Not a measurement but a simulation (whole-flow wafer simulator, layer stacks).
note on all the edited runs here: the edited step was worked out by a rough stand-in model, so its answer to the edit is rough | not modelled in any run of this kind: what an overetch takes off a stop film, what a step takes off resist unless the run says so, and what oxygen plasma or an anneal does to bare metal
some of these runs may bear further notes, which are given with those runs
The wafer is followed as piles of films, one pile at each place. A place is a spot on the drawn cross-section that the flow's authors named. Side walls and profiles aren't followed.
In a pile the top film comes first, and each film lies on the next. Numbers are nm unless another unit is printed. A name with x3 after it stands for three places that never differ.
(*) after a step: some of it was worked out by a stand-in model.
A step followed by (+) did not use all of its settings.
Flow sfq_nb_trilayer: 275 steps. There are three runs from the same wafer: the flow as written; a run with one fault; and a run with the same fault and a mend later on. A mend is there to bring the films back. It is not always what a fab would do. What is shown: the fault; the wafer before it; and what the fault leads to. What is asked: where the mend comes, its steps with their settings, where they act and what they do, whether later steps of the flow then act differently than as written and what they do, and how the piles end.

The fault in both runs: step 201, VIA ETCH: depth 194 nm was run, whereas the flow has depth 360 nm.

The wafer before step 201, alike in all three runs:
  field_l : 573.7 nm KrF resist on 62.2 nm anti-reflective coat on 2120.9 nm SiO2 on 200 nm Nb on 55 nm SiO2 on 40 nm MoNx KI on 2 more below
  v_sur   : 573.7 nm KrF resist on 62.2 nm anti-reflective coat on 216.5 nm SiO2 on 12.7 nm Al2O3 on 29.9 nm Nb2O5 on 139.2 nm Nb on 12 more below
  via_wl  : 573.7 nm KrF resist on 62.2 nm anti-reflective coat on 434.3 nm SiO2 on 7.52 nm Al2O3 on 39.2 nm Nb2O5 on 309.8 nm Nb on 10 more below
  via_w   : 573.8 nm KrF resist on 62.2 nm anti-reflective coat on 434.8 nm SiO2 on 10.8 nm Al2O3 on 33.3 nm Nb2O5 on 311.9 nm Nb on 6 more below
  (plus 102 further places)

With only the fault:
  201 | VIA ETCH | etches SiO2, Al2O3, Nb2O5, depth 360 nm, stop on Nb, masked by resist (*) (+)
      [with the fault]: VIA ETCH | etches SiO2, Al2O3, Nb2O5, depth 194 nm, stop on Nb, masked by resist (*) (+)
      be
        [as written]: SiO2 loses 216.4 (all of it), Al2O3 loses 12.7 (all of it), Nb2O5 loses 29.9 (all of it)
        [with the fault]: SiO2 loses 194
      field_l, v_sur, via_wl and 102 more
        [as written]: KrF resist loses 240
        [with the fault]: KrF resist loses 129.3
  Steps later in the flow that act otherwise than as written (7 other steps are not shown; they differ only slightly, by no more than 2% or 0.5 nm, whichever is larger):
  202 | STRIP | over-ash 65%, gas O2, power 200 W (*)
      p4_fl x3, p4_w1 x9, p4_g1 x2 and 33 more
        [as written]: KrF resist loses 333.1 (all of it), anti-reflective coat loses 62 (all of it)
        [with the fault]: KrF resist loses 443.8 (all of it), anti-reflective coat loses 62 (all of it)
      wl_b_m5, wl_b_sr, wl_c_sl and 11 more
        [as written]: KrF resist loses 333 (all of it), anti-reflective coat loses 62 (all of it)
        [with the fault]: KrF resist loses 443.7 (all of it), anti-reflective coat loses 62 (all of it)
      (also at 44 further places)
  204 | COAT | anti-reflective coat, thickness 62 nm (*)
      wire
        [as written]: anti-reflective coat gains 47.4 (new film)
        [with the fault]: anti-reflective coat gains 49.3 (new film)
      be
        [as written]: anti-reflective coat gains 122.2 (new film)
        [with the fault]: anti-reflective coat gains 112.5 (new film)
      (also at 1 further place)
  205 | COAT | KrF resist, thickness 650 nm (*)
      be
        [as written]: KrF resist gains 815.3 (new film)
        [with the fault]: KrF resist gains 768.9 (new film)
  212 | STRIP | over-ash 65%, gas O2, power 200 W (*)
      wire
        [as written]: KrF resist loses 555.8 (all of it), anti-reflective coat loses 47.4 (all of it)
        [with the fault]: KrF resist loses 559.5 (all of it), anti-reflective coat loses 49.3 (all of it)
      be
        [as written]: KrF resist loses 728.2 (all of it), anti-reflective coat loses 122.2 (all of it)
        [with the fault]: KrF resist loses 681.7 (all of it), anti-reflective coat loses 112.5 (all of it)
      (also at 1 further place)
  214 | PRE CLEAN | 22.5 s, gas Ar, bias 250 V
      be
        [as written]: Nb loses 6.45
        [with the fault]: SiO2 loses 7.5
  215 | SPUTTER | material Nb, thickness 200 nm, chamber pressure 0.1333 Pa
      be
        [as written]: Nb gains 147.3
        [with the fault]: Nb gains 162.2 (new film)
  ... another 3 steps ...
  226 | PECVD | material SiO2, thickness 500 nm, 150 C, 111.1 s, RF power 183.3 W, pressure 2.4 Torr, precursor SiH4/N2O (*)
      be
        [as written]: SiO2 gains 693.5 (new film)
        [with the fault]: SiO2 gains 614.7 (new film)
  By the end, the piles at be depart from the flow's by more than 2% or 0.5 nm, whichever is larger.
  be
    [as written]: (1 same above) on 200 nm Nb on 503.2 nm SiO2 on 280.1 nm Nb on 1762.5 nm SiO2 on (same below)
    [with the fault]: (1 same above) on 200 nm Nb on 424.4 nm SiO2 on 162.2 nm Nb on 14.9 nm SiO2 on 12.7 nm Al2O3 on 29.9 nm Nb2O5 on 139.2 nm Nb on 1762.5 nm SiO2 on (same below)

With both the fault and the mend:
  The mend stands after step 202.
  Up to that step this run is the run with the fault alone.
  202a | COAT | anti-reflective coat, thickness 62 nm (*) (the flow's step 194, run once more)
      p4_fl x3, p4_w1 x9, p4_g1 x2 and 50 more
        anti-reflective coat gains 62 (new film)
      ln_m6, lsp_r, l0_sur, l0v
        anti-reflective coat gains 62.1 (new film)
      wl_a_sl, wl_a_m6, wl_a_sr, wl_g_sr
        anti-reflective coat gains 61.9 (new film)
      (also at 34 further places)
  202b | COAT | KrF resist, thickness 650 nm (the flow's step 195, run once more)
      p4_fl x3, p4_w1 x9, p4_g1 x2 and 33 more
        KrF resist gains 650 (new film)
      wl_b_m5, wl_b_sr, wl_c_sl and 12 more
        KrF resist gains 649.9 (new film)
      sp_r, r5r_spacepad_l, r5r_spacepad_r
        KrF resist gains 652.5 (new film)
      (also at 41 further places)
  202c | SOFTBAKE | KrF resist (the flow's step 196, run once more)
      leaves every film unchanged at each place that is followed
  202d | EXPOSE | photomask I5, dose 12.41 mJ/cm2, NA 0.6, wavelength 248 nm (*) (the flow's step 197, run once more)
      leaves every film unchanged at each place that is followed
  202e | PEB | KrF resist, 90 s (the flow's step 198, run once more)
      field_l, v_sur, via_wl and 83 more
        KrF resist loses 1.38
      ce_l, moat, field_r, wl_jj
        KrF resist loses 1.39
      via_wr, via_sp, wire
        KrF resist loses 1.37
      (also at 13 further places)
  202f | DEVELOP | KrF resist, thickness 650 nm, 60 s (the flow's step 199, run once more)
      field_l, v_sur, via_wl and 102 more
        KrF resist loses 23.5
      be
        KrF resist loses 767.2 (all of it)
  202g | VIA ETCH | etches anti-reflective coat, depth 125 nm, masked by resist (+) (the flow's step 200, run once more)
      field_l, v_sur, via_wl and 102 more
        KrF resist loses 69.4
      be
        anti-reflective coat loses 112.5 (all of it), SiO2 loses 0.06
  202h | VIA ETCH | etches SiO2, Al2O3, Nb2O5, depth 166 nm, stop on Nb, masked by resist (*) (+) (the flow's step 201, run once more with other settings)
      field_l, v_sur, via_wl and 102 more
        KrF resist loses 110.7
      be
        SiO2 loses 22.3 (all of it), Al2O3 loses 12.7 (all of it), Nb2O5 loses 29.9 (all of it)
  202i | STRIP | over-ash 65%, gas O2, power 200 W (*) (the flow's step 202, run once more)
      p4_fl x3, p4_w1 x9, p4_g1 x2 and 33 more
        KrF resist loses 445 (all of it), anti-reflective coat loses 62 (all of it)
      wl_b_sr, wl_c_sl, wl_c_m6 and 10 more
        KrF resist loses 444.9 (all of it), anti-reflective coat loses 62 (all of it)
      wl_b_sl, wl_b_m5, wl_g_sl, wl_g_m5
        KrF resist loses 444.8 (all of it), anti-reflective coat loses 62 (all of it)
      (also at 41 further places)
  None of the later steps of the flow acts differently than as written at any place that is followed.
  The piles end the same as the flow's at every place that both follow.
